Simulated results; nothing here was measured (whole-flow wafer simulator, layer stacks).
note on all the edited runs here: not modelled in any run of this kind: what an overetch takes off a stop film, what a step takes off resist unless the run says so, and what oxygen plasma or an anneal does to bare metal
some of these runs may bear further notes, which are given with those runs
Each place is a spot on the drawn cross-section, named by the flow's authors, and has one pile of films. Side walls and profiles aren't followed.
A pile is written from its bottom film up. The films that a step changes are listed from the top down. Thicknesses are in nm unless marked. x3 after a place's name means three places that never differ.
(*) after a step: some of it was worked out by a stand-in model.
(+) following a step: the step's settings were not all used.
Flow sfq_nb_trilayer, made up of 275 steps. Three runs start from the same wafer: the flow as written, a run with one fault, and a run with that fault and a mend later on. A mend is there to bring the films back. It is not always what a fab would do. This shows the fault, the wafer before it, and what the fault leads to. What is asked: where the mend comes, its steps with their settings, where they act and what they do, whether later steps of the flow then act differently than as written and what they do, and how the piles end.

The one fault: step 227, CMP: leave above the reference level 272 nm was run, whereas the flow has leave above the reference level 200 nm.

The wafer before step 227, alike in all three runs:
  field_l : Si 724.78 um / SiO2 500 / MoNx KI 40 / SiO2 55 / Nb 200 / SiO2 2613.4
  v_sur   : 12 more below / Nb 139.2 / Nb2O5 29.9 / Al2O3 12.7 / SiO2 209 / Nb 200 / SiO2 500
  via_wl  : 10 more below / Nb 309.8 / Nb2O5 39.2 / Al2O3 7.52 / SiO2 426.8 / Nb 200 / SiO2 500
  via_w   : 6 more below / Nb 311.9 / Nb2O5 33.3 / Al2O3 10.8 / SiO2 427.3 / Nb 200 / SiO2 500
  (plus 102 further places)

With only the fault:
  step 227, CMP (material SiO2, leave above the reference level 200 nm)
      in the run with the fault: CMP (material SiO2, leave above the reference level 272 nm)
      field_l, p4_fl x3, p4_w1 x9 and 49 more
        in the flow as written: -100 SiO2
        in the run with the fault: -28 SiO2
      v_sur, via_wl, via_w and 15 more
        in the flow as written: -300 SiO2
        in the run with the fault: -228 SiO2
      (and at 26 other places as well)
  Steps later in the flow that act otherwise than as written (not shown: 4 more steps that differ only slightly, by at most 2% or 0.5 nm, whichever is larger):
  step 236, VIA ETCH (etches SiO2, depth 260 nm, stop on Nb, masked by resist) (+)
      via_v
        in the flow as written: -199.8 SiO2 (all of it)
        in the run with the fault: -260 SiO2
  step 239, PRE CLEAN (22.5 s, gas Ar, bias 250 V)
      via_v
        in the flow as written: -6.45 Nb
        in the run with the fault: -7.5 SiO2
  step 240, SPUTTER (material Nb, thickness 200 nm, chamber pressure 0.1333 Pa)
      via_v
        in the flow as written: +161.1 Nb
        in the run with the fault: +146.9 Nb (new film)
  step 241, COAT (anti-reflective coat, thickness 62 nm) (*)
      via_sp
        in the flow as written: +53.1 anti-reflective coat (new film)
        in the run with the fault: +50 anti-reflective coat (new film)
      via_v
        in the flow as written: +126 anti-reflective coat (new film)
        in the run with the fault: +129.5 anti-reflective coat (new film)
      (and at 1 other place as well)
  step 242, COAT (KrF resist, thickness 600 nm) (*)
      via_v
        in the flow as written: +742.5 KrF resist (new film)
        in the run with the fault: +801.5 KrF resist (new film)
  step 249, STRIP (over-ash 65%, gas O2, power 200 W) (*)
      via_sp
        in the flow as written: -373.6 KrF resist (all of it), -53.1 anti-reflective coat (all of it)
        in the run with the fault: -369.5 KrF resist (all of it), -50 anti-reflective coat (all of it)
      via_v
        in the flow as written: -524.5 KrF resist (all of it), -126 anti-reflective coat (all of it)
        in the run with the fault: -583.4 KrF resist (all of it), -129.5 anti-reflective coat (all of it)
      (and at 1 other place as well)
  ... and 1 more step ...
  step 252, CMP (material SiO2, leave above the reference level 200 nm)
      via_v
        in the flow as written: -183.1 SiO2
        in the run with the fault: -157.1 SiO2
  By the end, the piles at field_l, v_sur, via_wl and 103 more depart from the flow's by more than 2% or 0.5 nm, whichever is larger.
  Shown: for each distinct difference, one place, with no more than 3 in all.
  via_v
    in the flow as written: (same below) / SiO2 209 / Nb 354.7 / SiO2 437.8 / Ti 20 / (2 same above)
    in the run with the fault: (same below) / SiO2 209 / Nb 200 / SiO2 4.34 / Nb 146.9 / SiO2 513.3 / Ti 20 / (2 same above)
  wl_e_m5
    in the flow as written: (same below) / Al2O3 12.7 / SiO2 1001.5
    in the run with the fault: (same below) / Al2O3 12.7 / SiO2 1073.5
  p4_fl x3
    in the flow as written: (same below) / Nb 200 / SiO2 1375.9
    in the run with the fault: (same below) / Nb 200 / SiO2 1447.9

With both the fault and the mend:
  The mend stands after step 234.
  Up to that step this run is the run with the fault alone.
  step 234a, STRIP (over-ash 65%, gas O2, power 200 W) (*)
      field_l, v_sur, via_wl and 102 more
        -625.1 KrF resist (all of it), -62 anti-reflective coat (all of it)
      via_v
        -62 anti-reflective coat (all of it)
  step 234b, CMP (material SiO2, leave above the reference level 200 nm) (the flow's step 227 again)
      field_l, v_sur, via_wl and 103 more
        -72 SiO2
  step 234c, COAT (anti-reflective coat, thickness 62 nm) (the flow's step 229 again)
      field_l, v_sur, via_wl and 103 more
        +62 anti-reflective coat (new film)
  step 234d, COAT (KrF resist, thickness 650 nm) (the flow's step 230 again)
      field_l, v_sur, via_wl and 103 more
        +650 KrF resist (new film)
  step 234e, SOFTBAKE (KrF resist) (the flow's step 231 again)
      does not change any film at any place that is followed
  step 234f, EXPOSE (photomask I6, dose 11.91 mJ/cm2, NA 0.6, wavelength 248 nm) (*) (the flow's step 232 again)
      does not change any film at any place that is followed
  step 234g, PEB (KrF resist, 90 s) (the flow's step 233 again)
      field_l, v_sur, via_wl and 103 more
        -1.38 KrF resist
  step 234h, DEVELOP (KrF resist, thickness 650 nm, 60 s) (the flow's step 234 again)
      field_l, v_sur, via_wl and 102 more
        -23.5 KrF resist
      via_v
        -648.6 KrF resist (all of it)
  Later steps of the flow that are run all act as written at every place that is followed.
  At every place that both follow, the piles at the end match the flow's.
